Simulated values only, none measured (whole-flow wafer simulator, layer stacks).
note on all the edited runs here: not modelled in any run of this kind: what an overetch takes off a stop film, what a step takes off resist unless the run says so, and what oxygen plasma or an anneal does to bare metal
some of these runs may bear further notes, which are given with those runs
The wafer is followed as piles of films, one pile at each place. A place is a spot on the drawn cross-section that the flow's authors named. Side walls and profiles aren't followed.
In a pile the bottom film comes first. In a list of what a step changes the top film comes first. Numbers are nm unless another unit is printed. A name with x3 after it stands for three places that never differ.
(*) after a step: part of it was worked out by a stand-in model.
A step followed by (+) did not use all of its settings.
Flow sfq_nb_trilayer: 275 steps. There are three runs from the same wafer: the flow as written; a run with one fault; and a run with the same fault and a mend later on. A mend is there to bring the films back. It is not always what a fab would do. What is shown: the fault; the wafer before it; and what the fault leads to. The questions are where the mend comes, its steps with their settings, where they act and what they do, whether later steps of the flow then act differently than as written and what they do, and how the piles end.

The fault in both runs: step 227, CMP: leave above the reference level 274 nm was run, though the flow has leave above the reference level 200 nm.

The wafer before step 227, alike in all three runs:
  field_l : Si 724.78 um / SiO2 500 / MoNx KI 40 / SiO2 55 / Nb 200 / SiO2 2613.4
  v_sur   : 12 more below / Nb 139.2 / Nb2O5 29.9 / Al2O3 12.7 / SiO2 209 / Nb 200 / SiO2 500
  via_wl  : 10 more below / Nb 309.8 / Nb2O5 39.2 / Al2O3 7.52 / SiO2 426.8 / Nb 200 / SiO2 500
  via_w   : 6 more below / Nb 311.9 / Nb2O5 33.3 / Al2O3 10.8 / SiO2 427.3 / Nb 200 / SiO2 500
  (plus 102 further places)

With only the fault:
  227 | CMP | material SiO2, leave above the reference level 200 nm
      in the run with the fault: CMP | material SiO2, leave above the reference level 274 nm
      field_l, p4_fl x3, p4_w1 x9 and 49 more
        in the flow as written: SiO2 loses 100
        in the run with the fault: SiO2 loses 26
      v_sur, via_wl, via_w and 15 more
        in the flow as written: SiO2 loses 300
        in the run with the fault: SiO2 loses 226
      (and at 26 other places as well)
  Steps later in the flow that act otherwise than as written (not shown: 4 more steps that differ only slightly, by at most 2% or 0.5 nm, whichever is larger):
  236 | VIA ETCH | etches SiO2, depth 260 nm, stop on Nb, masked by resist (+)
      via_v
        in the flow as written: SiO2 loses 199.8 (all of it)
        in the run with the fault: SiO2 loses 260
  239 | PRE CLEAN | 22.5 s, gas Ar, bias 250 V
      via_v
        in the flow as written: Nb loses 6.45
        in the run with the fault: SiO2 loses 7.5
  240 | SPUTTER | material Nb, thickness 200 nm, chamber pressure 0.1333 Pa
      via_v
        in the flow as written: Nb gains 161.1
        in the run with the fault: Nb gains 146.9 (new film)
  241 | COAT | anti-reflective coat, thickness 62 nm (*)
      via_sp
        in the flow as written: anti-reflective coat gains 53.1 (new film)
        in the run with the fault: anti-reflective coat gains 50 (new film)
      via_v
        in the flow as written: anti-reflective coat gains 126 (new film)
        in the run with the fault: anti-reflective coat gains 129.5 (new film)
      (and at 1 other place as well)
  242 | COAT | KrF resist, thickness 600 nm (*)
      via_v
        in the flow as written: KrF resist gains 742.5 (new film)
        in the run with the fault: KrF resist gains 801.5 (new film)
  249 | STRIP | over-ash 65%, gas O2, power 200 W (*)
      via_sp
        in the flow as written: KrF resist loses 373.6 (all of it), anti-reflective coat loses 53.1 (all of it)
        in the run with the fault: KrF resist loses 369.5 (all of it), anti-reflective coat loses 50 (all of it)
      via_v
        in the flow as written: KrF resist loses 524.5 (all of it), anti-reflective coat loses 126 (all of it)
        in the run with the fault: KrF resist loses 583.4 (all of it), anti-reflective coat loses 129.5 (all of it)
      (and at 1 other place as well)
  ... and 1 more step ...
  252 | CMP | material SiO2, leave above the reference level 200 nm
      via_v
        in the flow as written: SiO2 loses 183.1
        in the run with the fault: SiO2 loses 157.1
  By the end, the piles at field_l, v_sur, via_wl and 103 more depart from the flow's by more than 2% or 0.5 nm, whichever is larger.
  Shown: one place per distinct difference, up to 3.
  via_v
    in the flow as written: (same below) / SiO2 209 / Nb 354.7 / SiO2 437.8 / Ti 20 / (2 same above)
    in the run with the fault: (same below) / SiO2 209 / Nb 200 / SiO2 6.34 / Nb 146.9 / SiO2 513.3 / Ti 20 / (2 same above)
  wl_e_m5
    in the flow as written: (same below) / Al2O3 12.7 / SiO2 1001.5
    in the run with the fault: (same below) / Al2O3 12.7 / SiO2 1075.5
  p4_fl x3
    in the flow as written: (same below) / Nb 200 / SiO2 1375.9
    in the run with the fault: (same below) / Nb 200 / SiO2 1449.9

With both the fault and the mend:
  The mend follows step 234.
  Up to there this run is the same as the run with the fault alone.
  234a | STRIP | over-ash 65%, gas O2, power 200 W (*)
      field_l, v_sur, via_wl and 102 more
        KrF resist loses 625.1 (all of it), anti-reflective coat loses 62 (all of it)
      via_v
        anti-reflective coat loses 62 (all of it)
  234b | CMP | material SiO2, leave above the reference level 200 nm (the flow's step 227, run once more)
      field_l, v_sur, via_wl and 103 more
        SiO2 loses 74
  234c | COAT | anti-reflective coat, thickness 62 nm (the flow's step 229, run once more)
      field_l, v_sur, via_wl and 103 more
        anti-reflective coat gains 62 (new film)
  234d | COAT | KrF resist, thickness 650 nm (the flow's step 230, run once more)
      field_l, v_sur, via_wl and 103 more
        KrF resist gains 650 (new film)
  234e | SOFTBAKE | KrF resist (the flow's step 231, run once more)
      alters no film at any place that is followed
  234f | EXPOSE | photomask I6, dose 11.91 mJ/cm2, NA 0.6, wavelength 248 nm (*) (the flow's step 232, run once more)
      alters no film at any place that is followed
  234g | PEB | KrF resist, 90 s (the flow's step 233, run once more)
      field_l, v_sur, via_wl and 103 more
        KrF resist loses 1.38
  234h | DEVELOP | KrF resist, thickness 650 nm, 60 s (the flow's step 234, run once more)
      field_l, v_sur, via_wl and 102 more
        KrF resist loses 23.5
      via_v
        KrF resist loses 648.6 (all of it)
  None of the later steps of the flow acts differently than as written at any place that is followed.
  The piles end the same as the flow's at every place that both follow.
